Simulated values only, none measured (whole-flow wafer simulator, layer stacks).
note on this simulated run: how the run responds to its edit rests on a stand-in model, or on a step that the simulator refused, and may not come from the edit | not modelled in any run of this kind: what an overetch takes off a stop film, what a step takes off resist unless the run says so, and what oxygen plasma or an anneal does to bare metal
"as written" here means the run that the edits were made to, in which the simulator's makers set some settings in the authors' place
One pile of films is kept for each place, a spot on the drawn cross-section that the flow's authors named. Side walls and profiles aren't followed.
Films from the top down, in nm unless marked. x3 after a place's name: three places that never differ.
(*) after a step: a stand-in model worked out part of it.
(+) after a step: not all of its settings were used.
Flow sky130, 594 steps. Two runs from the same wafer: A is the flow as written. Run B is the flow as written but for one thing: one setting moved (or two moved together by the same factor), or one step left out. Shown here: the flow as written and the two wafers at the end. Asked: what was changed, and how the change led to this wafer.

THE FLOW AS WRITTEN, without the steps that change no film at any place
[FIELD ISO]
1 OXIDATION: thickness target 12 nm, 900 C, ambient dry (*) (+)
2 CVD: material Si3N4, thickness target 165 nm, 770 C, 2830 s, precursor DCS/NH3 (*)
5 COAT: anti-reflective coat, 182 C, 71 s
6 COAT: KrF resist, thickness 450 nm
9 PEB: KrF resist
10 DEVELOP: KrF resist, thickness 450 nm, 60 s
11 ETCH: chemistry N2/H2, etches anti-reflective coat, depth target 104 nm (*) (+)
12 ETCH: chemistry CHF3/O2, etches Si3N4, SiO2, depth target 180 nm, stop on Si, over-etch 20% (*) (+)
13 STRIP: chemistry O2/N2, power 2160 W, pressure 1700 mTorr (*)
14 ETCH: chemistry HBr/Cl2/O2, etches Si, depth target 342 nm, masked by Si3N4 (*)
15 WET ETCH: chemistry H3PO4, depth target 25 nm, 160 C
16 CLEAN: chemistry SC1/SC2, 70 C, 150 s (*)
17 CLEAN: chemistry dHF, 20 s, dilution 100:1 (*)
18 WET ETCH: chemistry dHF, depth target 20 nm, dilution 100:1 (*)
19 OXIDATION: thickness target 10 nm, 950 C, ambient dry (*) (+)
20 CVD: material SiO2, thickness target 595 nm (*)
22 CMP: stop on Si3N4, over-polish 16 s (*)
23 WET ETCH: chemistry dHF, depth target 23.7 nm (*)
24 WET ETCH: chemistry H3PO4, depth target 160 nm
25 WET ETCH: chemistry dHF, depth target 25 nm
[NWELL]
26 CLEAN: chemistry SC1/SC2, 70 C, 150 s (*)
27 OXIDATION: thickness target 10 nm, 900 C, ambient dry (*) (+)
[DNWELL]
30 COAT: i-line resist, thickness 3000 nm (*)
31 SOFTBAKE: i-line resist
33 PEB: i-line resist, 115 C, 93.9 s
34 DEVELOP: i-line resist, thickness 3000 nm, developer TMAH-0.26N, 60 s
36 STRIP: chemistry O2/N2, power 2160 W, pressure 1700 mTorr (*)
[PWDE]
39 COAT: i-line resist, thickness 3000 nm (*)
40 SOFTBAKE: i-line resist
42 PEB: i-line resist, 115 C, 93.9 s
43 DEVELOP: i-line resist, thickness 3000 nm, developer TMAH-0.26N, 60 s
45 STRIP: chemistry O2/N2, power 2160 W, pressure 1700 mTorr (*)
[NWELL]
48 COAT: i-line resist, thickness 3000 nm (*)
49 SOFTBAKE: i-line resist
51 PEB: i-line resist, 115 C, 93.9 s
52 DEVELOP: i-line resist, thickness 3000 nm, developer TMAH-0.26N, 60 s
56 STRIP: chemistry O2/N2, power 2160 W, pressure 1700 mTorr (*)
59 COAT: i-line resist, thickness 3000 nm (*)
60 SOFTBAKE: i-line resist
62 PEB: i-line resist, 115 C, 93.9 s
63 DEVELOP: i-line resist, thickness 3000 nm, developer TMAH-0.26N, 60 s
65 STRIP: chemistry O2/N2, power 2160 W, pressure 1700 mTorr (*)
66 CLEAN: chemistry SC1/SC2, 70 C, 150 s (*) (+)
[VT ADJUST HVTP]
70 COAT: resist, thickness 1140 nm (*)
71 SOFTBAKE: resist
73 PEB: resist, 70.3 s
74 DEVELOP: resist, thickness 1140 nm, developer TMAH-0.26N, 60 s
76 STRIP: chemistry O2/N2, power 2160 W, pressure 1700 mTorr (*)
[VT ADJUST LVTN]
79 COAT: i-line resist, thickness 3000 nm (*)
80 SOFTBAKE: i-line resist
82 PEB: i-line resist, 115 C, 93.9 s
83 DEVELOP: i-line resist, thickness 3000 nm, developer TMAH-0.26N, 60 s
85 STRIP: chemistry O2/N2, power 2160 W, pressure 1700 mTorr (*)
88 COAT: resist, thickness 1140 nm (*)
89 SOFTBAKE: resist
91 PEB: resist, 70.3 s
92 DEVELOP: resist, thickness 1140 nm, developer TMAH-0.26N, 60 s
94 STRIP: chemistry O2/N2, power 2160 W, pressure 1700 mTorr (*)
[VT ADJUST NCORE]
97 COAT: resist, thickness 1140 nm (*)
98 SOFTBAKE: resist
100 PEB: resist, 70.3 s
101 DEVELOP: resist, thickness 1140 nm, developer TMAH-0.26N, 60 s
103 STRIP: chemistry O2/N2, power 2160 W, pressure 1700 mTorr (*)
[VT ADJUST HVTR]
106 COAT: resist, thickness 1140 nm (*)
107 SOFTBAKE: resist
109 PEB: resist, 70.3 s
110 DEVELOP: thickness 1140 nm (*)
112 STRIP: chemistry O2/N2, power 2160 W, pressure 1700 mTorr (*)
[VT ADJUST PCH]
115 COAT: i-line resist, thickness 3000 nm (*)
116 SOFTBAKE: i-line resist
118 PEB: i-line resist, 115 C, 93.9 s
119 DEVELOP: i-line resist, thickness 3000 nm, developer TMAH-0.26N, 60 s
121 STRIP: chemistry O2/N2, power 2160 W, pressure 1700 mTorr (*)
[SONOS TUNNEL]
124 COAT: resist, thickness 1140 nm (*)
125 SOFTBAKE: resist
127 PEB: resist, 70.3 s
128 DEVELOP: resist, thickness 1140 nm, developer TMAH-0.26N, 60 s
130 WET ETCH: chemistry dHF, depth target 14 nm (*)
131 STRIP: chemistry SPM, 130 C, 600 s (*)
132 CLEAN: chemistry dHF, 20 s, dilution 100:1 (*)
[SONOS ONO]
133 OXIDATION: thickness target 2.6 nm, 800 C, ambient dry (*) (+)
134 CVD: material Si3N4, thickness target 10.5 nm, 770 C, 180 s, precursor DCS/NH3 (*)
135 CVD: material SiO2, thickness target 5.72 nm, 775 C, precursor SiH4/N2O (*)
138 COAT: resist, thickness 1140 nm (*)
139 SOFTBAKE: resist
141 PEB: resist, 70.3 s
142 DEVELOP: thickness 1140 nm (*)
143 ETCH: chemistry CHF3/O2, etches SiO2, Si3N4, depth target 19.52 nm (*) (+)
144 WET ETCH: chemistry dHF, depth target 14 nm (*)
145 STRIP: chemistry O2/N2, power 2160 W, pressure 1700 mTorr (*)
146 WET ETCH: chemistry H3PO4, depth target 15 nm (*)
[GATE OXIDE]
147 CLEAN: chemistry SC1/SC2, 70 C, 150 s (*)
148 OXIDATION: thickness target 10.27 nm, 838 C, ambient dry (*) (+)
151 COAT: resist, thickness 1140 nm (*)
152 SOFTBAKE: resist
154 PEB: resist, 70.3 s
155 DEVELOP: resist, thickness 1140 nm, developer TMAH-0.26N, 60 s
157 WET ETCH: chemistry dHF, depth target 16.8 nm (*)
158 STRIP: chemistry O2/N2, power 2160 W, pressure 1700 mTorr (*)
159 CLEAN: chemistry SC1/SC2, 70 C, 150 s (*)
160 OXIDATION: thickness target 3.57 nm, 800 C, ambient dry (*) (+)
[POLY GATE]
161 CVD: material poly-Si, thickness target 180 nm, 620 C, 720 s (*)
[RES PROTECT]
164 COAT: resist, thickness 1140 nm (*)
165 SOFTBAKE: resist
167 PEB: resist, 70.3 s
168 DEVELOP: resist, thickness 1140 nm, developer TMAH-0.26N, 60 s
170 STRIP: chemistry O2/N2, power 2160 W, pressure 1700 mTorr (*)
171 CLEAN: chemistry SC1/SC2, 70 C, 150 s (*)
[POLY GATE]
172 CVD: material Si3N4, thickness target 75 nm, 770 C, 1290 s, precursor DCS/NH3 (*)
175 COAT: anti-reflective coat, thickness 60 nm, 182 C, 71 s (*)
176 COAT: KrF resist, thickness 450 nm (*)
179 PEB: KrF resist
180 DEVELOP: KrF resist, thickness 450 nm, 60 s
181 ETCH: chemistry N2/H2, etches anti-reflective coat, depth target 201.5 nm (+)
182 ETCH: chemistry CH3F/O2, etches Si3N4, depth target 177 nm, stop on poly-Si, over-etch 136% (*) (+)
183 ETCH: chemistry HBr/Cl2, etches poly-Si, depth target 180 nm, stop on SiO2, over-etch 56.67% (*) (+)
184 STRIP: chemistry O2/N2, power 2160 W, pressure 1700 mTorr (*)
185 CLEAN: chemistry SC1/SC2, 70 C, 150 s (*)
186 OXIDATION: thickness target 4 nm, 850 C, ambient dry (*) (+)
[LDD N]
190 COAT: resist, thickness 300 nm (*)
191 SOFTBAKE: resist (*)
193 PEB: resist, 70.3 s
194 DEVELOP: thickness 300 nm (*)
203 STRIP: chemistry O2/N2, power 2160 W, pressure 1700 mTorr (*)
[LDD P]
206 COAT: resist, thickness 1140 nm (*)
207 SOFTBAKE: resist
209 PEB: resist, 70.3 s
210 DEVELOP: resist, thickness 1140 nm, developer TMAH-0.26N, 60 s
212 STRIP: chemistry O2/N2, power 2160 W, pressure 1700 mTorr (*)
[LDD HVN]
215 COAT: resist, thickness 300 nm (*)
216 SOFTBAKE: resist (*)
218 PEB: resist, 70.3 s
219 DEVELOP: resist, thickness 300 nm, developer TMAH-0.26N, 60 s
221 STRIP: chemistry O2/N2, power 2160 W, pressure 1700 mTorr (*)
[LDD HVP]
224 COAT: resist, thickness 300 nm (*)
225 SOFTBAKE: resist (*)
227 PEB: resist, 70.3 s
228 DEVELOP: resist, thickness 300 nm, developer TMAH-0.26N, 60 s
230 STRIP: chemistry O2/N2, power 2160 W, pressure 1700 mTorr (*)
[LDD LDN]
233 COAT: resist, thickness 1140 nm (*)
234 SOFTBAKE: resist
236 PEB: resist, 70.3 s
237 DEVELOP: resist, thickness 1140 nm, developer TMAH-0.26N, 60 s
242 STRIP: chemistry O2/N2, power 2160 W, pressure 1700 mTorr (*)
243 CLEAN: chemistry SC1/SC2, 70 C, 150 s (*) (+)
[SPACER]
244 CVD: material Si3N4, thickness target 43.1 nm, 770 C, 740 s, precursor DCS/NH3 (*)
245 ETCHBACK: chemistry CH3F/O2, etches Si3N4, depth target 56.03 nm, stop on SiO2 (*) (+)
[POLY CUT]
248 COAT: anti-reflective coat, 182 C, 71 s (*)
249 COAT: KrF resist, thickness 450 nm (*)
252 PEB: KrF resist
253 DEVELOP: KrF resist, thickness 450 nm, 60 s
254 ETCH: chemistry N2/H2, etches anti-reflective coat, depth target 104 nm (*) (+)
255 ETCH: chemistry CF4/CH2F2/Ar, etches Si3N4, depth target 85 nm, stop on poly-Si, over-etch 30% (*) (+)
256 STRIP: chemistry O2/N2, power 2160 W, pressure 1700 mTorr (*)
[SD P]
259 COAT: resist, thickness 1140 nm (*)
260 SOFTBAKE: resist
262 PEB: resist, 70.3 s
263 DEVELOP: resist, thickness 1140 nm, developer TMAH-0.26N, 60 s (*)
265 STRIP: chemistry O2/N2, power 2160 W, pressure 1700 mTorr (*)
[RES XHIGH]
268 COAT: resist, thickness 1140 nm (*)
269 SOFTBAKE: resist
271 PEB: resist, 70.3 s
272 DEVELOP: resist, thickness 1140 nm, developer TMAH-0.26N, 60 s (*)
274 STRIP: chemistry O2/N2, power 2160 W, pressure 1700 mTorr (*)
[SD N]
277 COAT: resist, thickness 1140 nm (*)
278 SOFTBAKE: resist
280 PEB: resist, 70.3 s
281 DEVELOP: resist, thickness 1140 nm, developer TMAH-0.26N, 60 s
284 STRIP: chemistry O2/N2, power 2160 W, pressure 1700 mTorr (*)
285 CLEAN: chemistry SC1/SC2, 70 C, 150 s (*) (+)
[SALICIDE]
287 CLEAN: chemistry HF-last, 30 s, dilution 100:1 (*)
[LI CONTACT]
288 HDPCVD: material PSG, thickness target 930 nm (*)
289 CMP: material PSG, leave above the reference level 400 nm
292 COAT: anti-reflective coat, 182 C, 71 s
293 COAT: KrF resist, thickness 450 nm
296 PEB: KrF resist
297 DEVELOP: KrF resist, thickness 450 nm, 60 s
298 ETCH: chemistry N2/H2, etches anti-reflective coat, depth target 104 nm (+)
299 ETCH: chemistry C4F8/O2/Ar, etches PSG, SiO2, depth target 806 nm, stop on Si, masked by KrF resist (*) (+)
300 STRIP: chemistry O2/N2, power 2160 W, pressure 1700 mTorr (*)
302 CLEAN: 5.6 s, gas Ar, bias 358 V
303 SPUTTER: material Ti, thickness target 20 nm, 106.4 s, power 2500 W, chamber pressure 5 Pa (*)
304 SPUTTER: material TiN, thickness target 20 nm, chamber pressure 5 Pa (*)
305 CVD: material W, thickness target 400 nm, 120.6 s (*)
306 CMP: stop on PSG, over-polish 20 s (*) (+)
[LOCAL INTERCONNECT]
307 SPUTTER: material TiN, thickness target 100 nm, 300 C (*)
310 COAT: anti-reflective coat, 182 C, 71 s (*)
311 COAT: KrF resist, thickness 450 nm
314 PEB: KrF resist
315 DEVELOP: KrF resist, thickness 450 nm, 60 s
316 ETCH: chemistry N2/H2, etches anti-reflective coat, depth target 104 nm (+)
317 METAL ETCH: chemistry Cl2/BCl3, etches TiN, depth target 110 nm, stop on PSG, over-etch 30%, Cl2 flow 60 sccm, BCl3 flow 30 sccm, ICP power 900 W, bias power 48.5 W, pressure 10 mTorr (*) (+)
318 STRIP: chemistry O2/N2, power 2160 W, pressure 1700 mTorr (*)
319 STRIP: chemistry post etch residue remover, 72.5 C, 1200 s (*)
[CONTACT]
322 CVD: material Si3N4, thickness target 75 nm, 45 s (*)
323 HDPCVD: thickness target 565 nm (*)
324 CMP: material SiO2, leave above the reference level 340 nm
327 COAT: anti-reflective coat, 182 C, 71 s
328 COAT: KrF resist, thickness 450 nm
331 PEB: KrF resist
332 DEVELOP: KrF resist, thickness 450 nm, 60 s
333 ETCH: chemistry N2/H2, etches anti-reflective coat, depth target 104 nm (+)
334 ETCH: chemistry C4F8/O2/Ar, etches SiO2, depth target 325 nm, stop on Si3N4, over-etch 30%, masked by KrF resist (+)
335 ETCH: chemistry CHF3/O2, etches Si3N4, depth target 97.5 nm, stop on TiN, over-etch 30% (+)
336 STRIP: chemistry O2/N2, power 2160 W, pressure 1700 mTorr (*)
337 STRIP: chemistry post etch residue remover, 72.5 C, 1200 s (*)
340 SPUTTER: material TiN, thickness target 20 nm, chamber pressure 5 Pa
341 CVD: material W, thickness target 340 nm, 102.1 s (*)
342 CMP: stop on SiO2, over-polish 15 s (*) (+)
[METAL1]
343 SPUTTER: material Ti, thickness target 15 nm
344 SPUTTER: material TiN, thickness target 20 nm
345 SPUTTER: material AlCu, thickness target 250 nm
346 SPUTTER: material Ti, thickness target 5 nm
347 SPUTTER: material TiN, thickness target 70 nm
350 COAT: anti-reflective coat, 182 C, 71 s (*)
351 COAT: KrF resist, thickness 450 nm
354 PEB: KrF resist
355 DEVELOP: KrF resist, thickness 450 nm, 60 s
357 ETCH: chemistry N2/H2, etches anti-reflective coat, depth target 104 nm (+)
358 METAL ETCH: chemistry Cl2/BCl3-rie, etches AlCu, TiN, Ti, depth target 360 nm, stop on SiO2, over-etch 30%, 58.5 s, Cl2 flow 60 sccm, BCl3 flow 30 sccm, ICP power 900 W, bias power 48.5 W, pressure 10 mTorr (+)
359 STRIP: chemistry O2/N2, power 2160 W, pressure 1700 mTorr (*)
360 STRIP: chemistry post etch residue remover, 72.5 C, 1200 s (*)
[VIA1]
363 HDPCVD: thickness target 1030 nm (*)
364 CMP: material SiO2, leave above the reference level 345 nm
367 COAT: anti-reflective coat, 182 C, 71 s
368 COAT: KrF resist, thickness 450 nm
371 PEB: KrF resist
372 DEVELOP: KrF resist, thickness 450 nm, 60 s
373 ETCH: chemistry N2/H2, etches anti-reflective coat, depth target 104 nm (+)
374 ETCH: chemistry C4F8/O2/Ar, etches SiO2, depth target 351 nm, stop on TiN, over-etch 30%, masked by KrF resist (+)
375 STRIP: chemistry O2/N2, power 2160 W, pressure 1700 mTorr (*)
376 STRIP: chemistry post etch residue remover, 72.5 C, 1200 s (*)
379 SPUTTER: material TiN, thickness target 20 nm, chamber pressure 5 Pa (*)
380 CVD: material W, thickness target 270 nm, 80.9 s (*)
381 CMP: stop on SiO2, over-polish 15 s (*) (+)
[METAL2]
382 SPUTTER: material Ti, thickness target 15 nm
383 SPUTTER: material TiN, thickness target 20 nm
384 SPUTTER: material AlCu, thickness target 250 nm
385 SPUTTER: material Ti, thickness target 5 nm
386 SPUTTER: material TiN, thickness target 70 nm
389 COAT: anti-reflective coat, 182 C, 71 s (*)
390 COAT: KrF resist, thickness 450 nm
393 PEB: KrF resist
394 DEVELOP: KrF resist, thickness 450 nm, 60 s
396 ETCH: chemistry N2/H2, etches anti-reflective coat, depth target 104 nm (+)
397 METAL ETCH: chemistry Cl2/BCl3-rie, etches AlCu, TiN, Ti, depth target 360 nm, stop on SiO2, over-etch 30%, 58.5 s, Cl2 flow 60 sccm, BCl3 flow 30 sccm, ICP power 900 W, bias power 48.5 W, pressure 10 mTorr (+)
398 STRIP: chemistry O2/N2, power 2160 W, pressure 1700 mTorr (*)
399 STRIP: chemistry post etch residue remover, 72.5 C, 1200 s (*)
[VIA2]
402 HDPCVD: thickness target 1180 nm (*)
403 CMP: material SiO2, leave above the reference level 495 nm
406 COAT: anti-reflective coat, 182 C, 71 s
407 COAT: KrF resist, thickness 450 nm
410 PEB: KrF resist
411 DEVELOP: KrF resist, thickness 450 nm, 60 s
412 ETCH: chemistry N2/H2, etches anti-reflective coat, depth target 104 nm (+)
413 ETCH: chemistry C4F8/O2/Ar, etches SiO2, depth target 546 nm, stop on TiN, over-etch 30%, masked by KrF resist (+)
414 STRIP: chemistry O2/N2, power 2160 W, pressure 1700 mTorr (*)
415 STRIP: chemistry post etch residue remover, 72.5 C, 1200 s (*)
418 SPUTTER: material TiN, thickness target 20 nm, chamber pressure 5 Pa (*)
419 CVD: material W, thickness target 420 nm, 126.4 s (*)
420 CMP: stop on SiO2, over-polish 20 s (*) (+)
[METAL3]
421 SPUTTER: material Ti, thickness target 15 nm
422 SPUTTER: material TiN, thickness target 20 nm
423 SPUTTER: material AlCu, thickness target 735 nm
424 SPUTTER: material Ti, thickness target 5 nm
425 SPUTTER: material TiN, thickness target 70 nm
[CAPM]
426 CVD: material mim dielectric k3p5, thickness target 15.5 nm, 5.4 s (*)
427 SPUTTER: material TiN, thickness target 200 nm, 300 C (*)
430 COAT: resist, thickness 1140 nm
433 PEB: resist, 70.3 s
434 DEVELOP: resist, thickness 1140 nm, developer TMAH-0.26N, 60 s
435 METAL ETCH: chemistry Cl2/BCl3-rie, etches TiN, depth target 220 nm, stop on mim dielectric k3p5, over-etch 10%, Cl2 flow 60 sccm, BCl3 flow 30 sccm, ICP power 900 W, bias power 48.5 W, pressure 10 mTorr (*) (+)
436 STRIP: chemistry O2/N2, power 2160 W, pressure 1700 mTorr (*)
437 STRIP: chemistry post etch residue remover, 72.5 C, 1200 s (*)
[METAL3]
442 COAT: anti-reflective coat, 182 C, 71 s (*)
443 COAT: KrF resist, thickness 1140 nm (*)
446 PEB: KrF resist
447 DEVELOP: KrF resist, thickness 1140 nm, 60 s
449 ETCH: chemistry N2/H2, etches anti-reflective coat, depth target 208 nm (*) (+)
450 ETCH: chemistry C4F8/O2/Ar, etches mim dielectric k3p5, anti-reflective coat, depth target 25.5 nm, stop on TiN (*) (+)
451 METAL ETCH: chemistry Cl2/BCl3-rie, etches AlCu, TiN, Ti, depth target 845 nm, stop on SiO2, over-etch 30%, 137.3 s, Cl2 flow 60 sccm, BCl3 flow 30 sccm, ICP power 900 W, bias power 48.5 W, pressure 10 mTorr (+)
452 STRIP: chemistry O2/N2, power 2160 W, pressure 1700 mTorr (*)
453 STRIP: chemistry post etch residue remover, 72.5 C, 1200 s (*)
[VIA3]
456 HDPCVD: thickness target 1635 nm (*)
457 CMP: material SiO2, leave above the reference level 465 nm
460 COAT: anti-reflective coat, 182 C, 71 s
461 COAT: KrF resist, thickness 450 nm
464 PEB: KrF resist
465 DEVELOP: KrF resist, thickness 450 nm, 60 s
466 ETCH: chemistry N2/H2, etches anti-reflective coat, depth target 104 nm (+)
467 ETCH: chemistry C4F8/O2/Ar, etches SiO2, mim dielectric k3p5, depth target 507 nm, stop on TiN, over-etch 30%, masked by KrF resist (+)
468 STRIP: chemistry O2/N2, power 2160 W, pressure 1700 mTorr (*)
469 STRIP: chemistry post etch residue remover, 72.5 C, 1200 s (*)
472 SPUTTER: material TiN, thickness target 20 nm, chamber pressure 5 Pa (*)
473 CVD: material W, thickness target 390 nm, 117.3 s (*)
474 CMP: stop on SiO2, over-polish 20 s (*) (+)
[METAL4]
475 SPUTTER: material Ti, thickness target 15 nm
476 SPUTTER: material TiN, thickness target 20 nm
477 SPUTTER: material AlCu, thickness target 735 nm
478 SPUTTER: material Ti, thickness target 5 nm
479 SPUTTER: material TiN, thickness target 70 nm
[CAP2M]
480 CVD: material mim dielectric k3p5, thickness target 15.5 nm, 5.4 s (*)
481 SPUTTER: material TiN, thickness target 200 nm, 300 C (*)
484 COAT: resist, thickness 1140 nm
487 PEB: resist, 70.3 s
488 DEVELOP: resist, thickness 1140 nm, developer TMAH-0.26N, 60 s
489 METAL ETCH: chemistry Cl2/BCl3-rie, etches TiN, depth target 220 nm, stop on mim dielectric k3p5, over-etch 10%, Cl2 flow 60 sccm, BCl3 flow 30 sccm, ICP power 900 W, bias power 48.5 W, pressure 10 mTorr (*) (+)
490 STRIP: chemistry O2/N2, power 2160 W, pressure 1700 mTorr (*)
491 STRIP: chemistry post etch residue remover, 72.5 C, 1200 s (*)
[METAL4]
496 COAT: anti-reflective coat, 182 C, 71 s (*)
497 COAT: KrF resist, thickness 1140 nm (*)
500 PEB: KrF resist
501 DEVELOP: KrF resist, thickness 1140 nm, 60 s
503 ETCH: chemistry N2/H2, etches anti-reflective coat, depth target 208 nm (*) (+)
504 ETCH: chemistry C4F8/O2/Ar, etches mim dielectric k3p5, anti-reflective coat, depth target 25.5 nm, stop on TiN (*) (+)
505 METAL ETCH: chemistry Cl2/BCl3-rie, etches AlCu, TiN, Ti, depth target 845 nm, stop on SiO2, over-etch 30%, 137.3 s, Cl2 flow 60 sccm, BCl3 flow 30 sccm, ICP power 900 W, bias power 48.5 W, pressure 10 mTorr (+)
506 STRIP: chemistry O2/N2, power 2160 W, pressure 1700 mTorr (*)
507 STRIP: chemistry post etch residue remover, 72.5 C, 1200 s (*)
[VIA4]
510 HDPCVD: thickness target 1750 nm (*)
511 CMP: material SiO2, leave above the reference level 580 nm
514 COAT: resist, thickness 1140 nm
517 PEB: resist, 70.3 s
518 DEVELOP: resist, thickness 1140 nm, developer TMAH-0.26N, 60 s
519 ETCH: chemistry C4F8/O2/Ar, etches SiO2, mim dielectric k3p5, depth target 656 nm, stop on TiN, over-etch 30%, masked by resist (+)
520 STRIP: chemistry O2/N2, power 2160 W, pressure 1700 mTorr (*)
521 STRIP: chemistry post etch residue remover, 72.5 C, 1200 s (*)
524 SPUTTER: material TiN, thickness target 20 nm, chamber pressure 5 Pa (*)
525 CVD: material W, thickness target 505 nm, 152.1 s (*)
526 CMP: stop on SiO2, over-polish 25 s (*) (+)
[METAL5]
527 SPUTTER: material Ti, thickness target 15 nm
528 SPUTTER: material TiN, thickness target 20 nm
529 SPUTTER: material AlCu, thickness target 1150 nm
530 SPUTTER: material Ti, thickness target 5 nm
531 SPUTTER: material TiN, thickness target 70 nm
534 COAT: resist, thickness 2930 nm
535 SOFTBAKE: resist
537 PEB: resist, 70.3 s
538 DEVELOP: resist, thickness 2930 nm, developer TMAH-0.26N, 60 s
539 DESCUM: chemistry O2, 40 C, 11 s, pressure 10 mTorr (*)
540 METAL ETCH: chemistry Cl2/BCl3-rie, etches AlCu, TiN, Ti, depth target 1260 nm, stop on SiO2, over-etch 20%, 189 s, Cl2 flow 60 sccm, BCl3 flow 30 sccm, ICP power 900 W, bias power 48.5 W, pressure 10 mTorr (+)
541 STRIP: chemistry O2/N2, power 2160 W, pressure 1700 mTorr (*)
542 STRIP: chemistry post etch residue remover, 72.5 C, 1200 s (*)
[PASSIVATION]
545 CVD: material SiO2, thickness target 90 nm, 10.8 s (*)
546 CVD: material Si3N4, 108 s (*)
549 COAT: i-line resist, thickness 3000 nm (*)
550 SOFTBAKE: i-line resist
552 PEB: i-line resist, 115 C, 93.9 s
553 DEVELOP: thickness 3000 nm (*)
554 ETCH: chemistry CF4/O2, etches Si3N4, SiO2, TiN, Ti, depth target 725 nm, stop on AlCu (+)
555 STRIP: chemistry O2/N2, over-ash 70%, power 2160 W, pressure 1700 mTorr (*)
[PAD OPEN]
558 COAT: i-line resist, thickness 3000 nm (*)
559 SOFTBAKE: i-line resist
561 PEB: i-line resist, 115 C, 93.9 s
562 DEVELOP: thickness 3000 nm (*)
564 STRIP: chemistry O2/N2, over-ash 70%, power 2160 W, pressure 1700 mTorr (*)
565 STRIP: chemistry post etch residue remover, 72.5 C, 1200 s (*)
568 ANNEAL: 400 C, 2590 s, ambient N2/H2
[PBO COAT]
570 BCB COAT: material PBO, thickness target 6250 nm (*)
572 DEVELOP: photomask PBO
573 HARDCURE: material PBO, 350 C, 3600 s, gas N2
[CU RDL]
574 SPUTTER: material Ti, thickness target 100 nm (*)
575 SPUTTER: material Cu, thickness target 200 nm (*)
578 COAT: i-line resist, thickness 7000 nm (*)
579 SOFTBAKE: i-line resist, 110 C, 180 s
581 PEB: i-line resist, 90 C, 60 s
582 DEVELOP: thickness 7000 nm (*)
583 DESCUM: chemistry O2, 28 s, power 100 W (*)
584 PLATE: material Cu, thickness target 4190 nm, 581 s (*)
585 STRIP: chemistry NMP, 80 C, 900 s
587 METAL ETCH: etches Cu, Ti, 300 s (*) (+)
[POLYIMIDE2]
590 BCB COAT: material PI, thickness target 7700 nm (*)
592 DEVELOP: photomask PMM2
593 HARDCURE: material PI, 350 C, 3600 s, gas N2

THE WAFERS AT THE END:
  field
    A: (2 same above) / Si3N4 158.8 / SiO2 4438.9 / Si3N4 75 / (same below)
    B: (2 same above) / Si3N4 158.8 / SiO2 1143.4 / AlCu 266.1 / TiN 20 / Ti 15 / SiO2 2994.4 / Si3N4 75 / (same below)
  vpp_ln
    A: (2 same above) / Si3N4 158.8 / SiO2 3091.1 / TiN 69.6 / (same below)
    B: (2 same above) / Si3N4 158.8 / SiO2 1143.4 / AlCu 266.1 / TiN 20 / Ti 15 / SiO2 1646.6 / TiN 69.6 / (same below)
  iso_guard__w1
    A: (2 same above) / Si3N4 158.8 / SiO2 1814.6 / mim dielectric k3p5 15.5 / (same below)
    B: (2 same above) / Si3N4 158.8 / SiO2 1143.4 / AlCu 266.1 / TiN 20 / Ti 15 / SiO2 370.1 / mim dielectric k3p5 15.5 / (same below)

The cause: step 505, METAL ETCH: depth target 414 nm was run, where the flow has depth target 845 nm; step 505, METAL ETCH: 67.3 s was run, where the flow has 137.3 s.

How the change led to this, step by step:
  505 METAL ETCH: chemistry Cl2/BCl3-rie, etches AlCu, TiN, Ti, depth target 845 nm, stop on SiO2, over-etch 30%, 137.3 s, Cl2 flow 60 sccm, BCl3 flow 30 sccm, ICP power 900 W, bias power 48.5 W, pressure 10 mTorr (+)
      field, gate, spacer and 68 more: A TiN -70 (all of it), Ti -5 (all of it), AlCu -735 (all of it), TiN -20 (all of it), Ti -15 (all of it), SiO2 -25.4 | B TiN -70 (all of it), Ti -5 (all of it), AlCu -463.2
      active, vpp_iso1, mim_edge_plate and 14 more: A TiN -70 (all of it), Ti -5 (all of it), AlCu -735 (all of it), TiN -20 (all of it), Ti -15 (all of it), SiO2 -25.3 | B TiN -70 (all of it), Ti -5 (all of it), AlCu -463.2
      (and at 105 more places)
  506 STRIP: chemistry O2/N2, power 2160 W, pressure 1700 mTorr (*)
      gate_hv, mim, dice_street and 74 more: A KrF resist -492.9 (all of it), anti-reflective coat -80 (all of it) | B KrF resist -773.1 (all of it), anti-reflective coat -80 (all of it)
      n_well, p_well, sd_n and 6 more: A KrF resist -492.9 (all of it), anti-reflective coat -80 (all of it) | B KrF resist -773 (all of it), anti-reflective coat -80 (all of it)
      (and at 19 more places)
  507 STRIP: chemistry post etch residue remover, 72.5 C, 1200 s (*)
      field, active, gate and 85 more: A nothing | B AlCu -5.72
  510 HDPCVD: thickness target 1750 nm (*)
      field, active, gate and 85 more: A SiO2 +1750 | B SiO2 +1750 (new film)
  511 CMP: material SiO2, leave above the reference level 580 nm
      field, active, gate and 77 more: A SiO2 -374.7 | B SiO2 -701.1
      iso_guard__w1, mim_edge_gap, vpp_l1ln, vpp_m3ln, rpm_encl, via2_enc, rpm_encl_psd, iso_guard_nsd_tip: A SiO2 -374.6 | B SiO2 -701.1
Counting metal films that touch as one body, field has 1 body; the flow as written gives 0 bodies.
Counting metal films that touch as one body, vpp_ln has 3 bodies (between them, from the top down: SiO2 1646.6; SiO2 267.2); the flow as written gives 2 bodies (between them, from the top down: SiO2 267.2).
Counting metal films that touch as one body, iso_guard__w1 has 2 bodies (between them, from the top down: SiO2 370.1 / mim dielectric k3p5 15.5); the flow as written gives 1 body.
